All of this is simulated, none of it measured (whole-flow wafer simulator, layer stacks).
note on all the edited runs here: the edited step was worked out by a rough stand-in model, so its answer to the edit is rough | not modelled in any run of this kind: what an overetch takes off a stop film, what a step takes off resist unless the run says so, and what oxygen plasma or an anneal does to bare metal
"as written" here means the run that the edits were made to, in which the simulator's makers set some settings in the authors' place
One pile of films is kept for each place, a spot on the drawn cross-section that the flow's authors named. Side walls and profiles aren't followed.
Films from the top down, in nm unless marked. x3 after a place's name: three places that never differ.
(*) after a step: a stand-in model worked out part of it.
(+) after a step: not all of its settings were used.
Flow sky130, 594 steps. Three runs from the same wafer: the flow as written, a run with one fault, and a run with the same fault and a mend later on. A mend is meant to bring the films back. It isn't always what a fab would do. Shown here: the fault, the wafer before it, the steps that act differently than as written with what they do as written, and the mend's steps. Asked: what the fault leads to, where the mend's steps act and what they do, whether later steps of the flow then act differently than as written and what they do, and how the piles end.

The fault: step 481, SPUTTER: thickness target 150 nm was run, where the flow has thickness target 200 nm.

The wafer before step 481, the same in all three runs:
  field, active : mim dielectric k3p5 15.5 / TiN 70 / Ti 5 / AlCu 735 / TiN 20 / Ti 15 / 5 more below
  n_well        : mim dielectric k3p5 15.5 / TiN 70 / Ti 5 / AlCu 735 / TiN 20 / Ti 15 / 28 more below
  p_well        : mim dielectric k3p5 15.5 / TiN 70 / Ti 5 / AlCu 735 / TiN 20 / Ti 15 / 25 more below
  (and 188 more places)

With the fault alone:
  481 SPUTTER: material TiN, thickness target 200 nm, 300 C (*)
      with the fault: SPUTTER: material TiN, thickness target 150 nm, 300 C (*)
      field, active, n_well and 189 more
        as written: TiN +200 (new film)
        with the fault: TiN +150 (new film)
  Later steps of the flow that act differently than as written (4 more steps differ only slightly, by at most 2% or 0.5 nm, whichever is larger, and aren't shown):
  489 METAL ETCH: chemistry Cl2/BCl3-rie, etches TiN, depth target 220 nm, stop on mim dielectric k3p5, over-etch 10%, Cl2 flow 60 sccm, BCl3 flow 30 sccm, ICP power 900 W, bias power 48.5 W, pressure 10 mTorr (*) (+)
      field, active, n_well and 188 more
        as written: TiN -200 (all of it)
        with the fault: TiN -150 (all of it)
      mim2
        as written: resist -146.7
        with the fault: resist -110
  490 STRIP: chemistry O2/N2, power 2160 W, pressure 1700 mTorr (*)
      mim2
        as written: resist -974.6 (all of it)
        with the fault: resist -1011.3 (all of it)
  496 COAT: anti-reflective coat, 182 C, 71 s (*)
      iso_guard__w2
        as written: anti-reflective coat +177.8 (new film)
        with the fault: anti-reflective coat +144.9 (new film)
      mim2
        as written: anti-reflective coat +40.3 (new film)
        with the fault: anti-reflective coat +30.7 (new film)
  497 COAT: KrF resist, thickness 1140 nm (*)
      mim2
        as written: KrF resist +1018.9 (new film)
        with the fault: KrF resist +1064.7 (new film)
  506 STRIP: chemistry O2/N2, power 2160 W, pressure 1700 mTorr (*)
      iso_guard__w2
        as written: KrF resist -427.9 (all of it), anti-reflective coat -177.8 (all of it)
        with the fault: KrF resist -449.7 (all of it), anti-reflective coat -144.9 (all of it)
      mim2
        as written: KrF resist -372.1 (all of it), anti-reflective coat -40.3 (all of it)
        with the fault: KrF resist -417.8 (all of it), anti-reflective coat -30.7 (all of it)
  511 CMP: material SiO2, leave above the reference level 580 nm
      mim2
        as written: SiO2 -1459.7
        with the fault: SiO2 -1409.7
  At the end the piles differ from the flow's by more than 2% or 0.5 nm, whichever is larger, at mim2.
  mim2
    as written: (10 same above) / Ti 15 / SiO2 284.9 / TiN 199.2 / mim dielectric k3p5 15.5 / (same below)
    with the fault: (10 same above) / Ti 15 / SiO2 334.9 / TiN 149.2 / mim dielectric k3p5 15.5 / (same below)

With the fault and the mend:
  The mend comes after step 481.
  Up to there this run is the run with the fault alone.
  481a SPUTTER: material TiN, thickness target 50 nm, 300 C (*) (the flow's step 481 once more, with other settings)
      field, active, n_well and 189 more
        TiN +50
  No later step of the flow acts differently than as written at any place that is followed.
  At the end the piles are the same as the flow's at every place that both follow.
